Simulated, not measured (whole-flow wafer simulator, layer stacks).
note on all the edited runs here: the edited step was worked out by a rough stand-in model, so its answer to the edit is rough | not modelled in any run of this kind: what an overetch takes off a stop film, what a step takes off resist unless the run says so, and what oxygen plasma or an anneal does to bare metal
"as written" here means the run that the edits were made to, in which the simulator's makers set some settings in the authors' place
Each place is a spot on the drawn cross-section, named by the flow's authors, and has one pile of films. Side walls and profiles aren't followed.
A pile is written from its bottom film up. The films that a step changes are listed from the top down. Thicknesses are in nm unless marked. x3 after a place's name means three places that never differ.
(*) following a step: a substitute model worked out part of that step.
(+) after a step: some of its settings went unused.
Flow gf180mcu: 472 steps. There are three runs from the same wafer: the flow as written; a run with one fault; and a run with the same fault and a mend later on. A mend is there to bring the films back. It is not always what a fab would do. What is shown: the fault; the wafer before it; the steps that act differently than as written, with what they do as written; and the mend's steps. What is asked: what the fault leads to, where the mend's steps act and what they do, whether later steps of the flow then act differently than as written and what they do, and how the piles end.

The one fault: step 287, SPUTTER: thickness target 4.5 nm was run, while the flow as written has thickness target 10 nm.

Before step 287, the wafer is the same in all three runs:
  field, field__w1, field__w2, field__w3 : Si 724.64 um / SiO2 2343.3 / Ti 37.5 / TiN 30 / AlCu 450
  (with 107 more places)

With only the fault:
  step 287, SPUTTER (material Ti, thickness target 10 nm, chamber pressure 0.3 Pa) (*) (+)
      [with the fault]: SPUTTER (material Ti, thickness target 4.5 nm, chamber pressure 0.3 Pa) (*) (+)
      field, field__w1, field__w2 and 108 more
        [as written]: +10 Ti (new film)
        [with the fault]: +4.5 Ti (new film)
  Later steps of the flow acting differently than as written (not shown: 5 more steps that differ only slightly, by at most 2% or 0.5 nm, whichever is larger):
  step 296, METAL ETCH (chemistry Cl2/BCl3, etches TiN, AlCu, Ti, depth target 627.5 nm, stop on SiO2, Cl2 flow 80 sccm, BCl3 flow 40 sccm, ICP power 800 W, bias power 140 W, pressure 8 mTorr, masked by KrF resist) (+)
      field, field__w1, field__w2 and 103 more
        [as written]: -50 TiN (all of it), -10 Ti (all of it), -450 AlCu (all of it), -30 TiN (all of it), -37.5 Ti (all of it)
        [with the fault]: -50 TiN (all of it), -4.5 Ti (all of it), -450 AlCu (all of it), -30 TiN (all of it), -37.5 Ti (all of it)
  The piles end different from the flow's at field__w8, contact, m1, m1__w1, m1_nw by more than 2% or 0.5 nm, whichever is larger.
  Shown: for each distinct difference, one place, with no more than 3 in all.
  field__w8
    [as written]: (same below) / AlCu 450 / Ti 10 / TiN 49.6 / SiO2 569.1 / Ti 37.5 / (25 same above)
    [with the fault]: (same below) / AlCu 450 / Ti 4.5 / TiN 49.6 / SiO2 574.6 / Ti 37.5 / (25 same above)
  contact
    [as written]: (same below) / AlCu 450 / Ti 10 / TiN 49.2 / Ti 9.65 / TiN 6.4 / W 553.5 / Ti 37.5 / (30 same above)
    [with the fault]: (same below) / AlCu 450 / Ti 4.5 / TiN 49.2 / Ti 9.62 / TiN 6.38 / W 559.1 / Ti 37.5 / (30 same above)

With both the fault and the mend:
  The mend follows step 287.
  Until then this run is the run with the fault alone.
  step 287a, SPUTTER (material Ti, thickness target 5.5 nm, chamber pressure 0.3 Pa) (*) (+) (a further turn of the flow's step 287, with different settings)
      field, field__w1, field__w2 and 108 more
        +5.5 Ti
  Later steps of the flow that are run all act as written at every place that is followed.
  By the end, the piles equal the flow's at every place that both follow.
